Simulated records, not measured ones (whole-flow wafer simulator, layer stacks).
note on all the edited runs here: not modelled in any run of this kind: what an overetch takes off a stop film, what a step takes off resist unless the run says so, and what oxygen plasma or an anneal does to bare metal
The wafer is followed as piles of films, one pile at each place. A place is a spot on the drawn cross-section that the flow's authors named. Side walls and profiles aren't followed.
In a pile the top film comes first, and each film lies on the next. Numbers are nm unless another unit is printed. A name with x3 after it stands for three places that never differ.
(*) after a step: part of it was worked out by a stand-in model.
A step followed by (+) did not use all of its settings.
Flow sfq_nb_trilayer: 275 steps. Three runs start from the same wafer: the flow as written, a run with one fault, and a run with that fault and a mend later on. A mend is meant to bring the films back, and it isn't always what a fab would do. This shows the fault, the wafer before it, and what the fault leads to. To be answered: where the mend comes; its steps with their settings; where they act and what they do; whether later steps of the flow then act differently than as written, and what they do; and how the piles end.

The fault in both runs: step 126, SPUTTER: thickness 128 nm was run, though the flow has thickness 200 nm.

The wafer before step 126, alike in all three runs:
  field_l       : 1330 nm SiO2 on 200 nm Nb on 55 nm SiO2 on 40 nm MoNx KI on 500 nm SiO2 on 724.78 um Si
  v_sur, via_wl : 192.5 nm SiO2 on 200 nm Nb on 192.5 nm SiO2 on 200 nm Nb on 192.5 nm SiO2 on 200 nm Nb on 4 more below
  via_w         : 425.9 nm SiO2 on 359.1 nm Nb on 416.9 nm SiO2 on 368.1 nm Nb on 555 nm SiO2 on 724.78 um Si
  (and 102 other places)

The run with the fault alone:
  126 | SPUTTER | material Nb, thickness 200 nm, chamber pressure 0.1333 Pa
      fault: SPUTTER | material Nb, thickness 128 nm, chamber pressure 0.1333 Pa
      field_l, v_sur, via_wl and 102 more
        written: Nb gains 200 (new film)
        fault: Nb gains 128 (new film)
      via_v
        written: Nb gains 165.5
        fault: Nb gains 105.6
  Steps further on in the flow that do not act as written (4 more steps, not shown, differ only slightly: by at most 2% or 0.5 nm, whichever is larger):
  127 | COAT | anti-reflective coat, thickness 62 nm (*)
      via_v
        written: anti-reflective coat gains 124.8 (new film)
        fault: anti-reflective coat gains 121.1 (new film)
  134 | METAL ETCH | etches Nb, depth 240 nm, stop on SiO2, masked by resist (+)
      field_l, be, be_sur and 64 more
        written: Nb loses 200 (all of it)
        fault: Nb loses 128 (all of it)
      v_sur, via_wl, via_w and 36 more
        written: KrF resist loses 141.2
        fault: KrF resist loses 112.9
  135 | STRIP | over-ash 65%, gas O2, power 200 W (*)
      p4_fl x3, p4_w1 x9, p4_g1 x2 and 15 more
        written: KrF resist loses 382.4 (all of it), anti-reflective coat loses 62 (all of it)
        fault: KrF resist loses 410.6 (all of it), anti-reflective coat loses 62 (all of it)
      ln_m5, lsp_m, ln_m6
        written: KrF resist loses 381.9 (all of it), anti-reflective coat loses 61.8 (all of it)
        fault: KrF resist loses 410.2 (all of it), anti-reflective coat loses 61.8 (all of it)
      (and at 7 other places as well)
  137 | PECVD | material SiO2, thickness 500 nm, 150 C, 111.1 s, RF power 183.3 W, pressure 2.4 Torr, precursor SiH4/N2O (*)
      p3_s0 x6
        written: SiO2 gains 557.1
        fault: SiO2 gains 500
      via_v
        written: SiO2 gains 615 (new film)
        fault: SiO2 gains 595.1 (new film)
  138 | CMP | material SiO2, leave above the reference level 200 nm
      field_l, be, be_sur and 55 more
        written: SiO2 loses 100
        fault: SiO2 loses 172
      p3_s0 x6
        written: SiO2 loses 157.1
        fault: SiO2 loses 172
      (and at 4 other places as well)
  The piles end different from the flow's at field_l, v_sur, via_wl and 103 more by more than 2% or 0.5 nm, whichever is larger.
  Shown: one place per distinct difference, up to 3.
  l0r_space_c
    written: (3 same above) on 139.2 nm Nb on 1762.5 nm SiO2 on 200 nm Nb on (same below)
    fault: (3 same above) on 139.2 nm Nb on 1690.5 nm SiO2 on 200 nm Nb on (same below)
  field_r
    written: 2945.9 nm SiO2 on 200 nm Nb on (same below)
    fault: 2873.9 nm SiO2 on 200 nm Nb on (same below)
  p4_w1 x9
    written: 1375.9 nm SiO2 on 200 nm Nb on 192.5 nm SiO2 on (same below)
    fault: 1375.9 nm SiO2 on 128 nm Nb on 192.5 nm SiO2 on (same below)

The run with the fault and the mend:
  The mend follows step 126.
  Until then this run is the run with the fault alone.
  126a | SPUTTER | material Nb, thickness 72 nm, chamber pressure 0.1333 Pa (a further turn of the flow's step 126, with different settings)
      field_l, v_sur, via_wl and 102 more
        Nb gains 72
      via_v
        Nb gains 57.5
  Later steps of the flow that are run all act as written at every place that is followed, up to a difference of at most 2% or 0.5 nm, whichever is larger.
  The piles end only slightly different from the flow's at the places that both follow, by no more than 2% or 0.5 nm, whichever is larger.
